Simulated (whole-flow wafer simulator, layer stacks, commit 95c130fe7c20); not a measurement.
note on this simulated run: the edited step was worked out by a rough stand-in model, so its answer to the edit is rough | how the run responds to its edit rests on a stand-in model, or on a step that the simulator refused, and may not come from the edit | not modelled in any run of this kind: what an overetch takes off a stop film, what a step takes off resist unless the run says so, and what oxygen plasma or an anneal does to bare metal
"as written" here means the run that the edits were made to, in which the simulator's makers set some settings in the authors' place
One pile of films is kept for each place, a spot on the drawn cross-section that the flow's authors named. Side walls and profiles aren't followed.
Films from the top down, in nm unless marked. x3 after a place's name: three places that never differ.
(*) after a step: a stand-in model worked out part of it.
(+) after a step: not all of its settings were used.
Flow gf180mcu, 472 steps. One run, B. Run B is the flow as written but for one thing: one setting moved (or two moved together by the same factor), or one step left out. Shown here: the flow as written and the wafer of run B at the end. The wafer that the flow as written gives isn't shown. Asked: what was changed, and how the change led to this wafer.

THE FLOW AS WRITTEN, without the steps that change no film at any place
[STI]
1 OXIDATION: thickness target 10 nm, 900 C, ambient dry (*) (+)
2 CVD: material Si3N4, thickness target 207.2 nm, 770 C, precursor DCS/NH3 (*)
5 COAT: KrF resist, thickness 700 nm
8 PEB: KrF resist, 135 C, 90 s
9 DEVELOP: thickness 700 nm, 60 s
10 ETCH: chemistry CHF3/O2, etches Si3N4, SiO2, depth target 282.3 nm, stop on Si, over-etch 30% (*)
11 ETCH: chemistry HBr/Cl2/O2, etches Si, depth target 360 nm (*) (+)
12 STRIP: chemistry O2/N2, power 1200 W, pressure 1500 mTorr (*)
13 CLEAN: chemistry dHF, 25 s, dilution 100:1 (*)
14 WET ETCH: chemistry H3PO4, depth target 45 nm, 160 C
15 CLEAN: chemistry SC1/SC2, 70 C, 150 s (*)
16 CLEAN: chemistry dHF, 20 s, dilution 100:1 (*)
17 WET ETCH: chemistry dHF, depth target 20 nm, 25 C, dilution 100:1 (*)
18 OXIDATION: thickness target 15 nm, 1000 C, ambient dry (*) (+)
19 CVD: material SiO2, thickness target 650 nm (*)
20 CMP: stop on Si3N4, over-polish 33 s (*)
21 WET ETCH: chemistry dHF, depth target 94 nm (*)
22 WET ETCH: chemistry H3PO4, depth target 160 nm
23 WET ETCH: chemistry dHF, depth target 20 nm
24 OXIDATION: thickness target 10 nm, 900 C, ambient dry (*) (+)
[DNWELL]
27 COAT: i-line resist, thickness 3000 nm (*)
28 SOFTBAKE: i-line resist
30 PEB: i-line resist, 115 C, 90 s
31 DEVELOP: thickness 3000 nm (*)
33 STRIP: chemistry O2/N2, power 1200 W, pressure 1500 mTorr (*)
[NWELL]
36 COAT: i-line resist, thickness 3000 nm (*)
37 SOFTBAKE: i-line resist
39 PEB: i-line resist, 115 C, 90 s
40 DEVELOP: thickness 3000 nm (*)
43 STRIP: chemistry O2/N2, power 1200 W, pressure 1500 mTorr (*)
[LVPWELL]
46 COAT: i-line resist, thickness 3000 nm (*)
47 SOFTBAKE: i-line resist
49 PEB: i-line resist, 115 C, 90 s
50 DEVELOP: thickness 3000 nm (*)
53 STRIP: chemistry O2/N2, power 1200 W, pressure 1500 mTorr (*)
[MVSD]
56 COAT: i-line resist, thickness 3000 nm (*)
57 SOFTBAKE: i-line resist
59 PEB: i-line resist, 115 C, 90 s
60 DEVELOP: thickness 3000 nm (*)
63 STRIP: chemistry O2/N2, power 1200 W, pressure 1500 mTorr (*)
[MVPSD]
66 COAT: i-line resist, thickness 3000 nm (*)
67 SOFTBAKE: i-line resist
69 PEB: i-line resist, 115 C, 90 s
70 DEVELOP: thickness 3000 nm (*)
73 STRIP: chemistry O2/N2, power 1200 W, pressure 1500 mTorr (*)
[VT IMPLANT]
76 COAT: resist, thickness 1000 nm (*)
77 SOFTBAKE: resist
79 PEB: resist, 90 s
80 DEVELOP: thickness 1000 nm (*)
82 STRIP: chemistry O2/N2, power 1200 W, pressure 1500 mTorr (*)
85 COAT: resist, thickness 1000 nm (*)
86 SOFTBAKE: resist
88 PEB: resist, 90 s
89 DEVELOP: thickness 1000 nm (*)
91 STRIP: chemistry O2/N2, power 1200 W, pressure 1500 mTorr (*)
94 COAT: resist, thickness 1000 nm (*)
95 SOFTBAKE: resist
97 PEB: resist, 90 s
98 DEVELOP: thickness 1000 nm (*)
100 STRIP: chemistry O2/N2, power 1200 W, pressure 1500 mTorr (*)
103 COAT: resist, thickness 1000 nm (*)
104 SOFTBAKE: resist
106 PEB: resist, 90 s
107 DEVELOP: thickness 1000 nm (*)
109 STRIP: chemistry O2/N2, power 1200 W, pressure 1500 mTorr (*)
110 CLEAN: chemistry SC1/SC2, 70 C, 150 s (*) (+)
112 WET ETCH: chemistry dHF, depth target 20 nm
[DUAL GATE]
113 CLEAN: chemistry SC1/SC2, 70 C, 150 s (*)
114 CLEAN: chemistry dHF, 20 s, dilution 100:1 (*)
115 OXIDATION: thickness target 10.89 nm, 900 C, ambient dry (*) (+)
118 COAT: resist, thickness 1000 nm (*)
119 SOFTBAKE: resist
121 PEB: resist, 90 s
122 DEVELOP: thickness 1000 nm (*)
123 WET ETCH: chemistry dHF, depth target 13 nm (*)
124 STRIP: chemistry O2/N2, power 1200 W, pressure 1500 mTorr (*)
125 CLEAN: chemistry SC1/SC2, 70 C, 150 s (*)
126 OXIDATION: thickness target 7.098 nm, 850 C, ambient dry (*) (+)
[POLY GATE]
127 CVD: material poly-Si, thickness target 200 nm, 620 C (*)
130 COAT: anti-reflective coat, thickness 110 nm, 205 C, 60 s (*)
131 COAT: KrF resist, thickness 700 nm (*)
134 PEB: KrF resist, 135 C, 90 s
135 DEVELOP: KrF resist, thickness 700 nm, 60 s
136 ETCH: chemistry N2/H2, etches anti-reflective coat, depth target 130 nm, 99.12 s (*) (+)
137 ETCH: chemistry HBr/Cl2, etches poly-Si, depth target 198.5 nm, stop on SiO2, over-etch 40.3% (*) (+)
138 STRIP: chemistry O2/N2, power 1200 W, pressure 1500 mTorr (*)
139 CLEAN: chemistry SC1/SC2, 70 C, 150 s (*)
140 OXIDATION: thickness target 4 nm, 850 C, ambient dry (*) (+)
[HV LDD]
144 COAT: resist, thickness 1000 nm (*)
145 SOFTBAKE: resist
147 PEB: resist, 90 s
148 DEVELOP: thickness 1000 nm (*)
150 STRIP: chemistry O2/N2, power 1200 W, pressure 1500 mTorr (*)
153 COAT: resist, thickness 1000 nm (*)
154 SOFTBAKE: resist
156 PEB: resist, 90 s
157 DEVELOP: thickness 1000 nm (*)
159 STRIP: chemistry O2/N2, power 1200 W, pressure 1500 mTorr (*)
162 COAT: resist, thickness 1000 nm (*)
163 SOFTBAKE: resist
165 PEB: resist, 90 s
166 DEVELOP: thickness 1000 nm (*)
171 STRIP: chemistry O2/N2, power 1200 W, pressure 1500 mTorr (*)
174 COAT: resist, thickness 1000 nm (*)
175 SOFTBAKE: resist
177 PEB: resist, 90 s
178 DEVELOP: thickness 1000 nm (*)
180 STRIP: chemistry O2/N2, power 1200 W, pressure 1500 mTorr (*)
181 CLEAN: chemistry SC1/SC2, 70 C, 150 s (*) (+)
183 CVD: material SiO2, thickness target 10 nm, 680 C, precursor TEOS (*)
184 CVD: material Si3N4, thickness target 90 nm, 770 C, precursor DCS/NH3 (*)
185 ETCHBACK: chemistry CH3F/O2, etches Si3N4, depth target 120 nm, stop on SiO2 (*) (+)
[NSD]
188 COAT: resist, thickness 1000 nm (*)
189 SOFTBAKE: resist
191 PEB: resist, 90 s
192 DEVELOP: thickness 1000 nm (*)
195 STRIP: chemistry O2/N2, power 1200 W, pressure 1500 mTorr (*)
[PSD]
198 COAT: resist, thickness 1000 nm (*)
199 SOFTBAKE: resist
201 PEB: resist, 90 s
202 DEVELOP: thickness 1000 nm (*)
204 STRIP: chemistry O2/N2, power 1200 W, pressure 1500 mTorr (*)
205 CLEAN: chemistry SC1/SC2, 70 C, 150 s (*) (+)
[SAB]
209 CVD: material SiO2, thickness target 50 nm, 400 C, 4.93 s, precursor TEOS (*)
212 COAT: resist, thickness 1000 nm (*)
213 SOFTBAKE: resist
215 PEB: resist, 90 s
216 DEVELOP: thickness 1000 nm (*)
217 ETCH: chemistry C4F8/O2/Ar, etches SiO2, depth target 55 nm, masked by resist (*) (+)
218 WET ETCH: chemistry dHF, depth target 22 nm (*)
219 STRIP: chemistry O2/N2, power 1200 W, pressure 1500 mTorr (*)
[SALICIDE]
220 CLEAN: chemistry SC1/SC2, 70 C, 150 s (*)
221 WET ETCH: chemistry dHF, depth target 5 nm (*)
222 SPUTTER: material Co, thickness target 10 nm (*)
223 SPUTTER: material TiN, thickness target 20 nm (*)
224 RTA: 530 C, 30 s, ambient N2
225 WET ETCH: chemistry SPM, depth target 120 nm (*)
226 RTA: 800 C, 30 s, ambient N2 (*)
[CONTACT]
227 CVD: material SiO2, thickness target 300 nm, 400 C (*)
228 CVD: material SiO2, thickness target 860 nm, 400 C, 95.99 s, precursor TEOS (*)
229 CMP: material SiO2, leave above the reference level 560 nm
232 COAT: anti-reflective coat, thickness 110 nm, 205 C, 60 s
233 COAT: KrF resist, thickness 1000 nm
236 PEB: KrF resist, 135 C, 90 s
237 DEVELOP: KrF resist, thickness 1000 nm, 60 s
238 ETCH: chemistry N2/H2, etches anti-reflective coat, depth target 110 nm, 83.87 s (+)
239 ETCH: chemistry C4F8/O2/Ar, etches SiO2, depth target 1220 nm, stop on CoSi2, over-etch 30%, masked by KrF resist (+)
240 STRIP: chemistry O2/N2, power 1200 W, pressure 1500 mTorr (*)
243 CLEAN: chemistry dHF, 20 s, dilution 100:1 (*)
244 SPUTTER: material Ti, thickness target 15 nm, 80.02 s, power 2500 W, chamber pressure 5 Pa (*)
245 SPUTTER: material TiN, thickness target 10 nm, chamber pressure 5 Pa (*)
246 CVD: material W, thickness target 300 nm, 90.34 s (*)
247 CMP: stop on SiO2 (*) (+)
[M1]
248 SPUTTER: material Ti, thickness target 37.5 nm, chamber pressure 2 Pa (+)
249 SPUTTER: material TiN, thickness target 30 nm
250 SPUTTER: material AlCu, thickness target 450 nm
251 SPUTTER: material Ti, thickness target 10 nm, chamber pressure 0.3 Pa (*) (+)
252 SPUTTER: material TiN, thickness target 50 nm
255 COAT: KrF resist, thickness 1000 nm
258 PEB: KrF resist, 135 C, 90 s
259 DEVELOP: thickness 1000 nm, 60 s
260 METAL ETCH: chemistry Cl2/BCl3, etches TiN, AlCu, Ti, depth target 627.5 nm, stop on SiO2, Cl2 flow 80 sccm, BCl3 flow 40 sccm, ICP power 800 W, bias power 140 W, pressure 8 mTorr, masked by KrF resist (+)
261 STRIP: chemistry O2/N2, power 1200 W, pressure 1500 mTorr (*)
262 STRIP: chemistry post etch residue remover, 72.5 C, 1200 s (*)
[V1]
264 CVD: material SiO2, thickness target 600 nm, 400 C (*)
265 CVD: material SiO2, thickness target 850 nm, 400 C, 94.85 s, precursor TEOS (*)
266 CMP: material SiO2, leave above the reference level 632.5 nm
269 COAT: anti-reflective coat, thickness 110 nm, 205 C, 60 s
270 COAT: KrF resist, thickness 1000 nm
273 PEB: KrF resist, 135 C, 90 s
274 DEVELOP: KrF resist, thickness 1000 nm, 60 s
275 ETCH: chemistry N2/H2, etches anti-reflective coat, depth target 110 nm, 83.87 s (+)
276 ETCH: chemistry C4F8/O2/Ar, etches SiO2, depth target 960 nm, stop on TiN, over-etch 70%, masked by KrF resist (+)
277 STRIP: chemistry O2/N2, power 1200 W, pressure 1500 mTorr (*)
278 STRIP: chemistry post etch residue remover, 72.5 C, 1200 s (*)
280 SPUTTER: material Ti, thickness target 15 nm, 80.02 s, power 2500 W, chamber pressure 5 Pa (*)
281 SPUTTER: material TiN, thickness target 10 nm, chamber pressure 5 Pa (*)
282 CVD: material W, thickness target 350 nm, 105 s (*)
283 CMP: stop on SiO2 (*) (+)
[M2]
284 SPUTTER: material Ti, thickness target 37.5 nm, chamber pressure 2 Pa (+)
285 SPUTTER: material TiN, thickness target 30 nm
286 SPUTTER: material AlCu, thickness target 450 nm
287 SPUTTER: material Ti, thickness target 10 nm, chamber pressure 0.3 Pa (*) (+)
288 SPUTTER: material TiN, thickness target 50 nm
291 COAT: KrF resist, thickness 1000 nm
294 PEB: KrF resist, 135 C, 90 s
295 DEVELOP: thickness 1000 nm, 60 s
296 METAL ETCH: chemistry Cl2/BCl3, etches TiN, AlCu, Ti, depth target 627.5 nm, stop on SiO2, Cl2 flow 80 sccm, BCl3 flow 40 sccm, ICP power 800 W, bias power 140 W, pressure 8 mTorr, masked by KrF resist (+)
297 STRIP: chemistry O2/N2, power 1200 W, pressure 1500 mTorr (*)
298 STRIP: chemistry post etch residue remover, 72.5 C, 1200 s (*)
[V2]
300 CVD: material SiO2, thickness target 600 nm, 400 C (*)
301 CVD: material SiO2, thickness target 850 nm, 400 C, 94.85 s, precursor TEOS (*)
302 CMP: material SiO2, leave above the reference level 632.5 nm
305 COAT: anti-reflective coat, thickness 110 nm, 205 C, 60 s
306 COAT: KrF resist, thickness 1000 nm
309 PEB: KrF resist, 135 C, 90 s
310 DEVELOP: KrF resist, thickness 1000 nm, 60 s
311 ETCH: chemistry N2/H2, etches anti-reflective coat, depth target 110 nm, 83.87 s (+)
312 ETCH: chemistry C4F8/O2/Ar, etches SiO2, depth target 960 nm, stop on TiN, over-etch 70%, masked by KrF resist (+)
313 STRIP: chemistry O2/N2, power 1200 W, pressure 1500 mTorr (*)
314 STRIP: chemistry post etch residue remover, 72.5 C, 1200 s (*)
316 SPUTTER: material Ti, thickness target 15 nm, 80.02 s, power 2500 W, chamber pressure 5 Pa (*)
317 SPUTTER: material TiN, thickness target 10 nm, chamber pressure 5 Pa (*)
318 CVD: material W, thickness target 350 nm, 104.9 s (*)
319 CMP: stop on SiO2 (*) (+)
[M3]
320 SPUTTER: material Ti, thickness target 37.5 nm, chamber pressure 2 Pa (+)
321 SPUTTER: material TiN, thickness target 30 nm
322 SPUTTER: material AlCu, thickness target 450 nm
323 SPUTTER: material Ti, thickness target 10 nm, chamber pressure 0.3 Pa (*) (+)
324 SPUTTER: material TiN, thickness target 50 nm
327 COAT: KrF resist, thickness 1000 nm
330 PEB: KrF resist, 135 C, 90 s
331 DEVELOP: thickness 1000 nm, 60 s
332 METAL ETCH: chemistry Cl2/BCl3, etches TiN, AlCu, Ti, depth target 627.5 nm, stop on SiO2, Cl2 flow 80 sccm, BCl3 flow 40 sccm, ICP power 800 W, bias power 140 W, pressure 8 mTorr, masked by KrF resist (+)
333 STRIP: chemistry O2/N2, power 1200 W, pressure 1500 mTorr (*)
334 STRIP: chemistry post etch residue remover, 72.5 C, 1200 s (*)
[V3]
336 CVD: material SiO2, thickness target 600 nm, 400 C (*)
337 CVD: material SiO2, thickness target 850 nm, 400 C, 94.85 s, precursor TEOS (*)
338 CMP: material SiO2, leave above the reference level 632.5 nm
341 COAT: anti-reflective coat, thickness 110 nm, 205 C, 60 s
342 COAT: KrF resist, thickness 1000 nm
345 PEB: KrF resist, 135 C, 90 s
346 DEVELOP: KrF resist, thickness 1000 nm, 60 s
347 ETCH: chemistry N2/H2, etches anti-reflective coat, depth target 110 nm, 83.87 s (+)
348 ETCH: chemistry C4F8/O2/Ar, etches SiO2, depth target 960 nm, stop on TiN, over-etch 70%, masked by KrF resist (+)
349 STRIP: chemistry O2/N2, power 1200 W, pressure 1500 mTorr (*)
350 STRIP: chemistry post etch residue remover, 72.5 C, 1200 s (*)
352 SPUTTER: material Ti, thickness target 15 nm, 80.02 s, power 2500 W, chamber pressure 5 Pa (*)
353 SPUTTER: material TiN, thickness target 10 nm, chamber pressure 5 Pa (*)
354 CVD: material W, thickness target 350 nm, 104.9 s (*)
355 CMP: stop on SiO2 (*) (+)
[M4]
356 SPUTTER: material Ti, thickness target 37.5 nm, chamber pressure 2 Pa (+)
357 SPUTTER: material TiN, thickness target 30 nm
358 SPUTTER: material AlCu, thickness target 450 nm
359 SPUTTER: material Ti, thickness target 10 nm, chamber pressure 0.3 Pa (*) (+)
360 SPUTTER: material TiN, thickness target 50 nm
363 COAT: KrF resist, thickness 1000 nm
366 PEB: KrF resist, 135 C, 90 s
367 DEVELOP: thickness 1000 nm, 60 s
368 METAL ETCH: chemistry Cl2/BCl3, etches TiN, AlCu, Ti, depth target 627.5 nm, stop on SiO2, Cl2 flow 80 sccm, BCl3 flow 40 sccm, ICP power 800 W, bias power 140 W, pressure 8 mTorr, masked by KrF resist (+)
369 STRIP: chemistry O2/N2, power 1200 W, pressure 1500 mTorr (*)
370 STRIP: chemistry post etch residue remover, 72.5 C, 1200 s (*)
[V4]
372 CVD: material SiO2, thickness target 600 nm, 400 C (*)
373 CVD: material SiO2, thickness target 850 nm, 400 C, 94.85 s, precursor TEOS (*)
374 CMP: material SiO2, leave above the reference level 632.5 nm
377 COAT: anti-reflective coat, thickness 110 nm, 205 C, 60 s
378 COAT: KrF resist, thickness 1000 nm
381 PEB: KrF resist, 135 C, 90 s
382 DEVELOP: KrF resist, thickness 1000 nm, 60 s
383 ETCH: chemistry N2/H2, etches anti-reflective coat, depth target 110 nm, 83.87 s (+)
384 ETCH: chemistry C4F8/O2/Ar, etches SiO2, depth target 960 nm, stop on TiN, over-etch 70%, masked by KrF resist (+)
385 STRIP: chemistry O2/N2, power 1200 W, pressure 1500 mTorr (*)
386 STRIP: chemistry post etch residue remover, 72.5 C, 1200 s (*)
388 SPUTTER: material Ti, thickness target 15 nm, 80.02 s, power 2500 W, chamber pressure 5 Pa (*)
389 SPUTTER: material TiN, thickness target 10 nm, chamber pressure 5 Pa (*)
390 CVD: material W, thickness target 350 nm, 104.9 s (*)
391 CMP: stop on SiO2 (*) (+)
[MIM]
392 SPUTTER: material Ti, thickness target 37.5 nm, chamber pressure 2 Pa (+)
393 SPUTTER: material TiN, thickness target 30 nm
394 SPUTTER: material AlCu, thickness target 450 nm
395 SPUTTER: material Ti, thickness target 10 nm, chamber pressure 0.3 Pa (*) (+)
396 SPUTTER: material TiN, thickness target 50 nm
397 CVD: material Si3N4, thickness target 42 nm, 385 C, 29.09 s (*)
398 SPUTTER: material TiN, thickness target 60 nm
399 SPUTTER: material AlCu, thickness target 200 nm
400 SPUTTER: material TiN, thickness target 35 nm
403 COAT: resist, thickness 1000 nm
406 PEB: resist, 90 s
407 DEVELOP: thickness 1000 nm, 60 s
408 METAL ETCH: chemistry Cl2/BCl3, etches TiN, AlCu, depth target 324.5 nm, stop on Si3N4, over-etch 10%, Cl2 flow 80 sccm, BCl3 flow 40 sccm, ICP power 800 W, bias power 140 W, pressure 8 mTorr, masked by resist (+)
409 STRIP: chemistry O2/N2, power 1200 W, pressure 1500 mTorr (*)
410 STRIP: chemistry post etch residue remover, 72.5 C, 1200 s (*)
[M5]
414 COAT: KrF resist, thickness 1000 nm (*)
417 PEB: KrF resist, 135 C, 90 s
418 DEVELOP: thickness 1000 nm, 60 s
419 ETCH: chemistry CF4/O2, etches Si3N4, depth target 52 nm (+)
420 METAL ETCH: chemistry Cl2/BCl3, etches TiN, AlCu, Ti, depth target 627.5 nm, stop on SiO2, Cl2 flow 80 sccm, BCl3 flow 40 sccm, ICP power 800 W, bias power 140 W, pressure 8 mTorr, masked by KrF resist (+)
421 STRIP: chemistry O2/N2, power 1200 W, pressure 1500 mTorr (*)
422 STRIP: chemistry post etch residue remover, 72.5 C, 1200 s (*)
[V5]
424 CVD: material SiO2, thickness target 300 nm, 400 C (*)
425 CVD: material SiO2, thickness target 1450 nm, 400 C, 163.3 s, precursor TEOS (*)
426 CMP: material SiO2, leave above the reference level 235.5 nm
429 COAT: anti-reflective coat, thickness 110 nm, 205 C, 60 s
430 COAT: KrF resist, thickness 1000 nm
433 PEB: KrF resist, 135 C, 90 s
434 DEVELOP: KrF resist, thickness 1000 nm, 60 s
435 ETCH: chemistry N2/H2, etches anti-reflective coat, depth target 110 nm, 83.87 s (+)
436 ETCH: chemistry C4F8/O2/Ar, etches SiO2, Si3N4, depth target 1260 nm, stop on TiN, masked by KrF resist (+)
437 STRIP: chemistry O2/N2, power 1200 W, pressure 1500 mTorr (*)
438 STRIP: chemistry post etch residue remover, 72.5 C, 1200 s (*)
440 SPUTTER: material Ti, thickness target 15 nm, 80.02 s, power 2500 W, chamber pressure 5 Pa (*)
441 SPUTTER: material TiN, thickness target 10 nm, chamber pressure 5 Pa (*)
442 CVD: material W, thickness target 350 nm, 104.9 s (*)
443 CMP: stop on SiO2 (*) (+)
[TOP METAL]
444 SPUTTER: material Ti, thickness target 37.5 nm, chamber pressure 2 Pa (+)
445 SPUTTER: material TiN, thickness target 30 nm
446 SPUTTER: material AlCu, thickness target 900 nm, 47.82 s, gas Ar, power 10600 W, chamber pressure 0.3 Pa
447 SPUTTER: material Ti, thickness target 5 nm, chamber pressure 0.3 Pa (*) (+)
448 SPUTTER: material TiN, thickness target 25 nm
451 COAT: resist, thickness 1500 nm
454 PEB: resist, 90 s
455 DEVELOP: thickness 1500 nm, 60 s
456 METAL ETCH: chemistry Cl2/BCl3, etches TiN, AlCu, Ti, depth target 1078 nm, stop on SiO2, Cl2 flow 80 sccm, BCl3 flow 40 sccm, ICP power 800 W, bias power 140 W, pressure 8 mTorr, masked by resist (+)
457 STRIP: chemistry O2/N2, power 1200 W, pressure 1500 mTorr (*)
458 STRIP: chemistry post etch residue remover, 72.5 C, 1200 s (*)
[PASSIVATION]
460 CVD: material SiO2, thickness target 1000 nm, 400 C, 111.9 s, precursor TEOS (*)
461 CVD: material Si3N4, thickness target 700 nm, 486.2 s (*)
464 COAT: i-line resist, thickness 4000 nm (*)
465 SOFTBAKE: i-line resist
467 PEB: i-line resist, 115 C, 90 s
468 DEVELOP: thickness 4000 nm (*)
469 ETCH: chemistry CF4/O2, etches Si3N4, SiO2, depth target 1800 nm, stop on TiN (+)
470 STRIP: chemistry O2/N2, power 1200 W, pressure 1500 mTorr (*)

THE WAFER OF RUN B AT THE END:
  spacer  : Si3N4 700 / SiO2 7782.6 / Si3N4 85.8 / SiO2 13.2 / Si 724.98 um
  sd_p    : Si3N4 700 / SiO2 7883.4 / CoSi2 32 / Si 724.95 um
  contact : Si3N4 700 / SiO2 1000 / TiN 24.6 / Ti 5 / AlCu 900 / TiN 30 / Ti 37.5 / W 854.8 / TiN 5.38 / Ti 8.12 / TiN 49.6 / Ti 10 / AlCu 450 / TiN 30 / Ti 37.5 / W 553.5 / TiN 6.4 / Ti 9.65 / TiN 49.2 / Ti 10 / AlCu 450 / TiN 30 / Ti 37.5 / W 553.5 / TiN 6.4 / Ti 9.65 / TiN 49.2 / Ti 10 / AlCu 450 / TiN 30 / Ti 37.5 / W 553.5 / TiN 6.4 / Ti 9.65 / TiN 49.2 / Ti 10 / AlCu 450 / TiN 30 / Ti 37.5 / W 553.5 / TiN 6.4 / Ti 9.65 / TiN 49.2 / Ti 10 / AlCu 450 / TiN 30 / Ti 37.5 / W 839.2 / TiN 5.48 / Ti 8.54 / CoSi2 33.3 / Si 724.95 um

The cause: step 183, CVD: thickness target 6 nm was run, where the flow has thickness target 10 nm.

How the change led to this, step by step:
  183 CVD: material SiO2, thickness target 10 nm, 680 C, precursor TEOS (*)
      field, field__w1, field__w2 and 99 more: SiO2 +6 (as written it would be: SiO2 +10)
      ld_drift_p: SiO2 +5.92 (as written it would be: SiO2 +9.87)
      (and at 1 more place)
  189 SOFTBAKE: resist
      field: nothing (as written it would be: resist +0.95)
      nw_sep_fld: resist -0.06 (as written it would be: resist +1.07)
      (and at 2 more places)
  199 SOFTBAKE: resist
      field: nothing (as written it would be: resist +0.95)
      nw_sep_fld: resist -0.06 (as written it would be: resist +1.07)
      (and at 2 more places)
  218 WET ETCH: chemistry dHF, depth target 22 nm (*)
      gate, gate_hv, gate_p and 23 more: SiO2 -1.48 (all of it) (as written it would be: SiO2 -5.48 (all of it))
      active, p_well, sd_n, iso_ptap_pw, iso_ntap_nw, iso_ptap_sub, vpnp_e: SiO2 -5.01 (all of it) (as written it would be: SiO2 -9.01 (all of it))
      (and at 16 more places)
  229 CMP: material SiO2, leave above the reference level 560 nm
      field__w3: SiO2 -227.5 (as written it would be: SiO2 -232.4)
      field__w12: SiO2 -227.3 (as written it would be: SiO2 -232.2)
      (and at 1 more place)
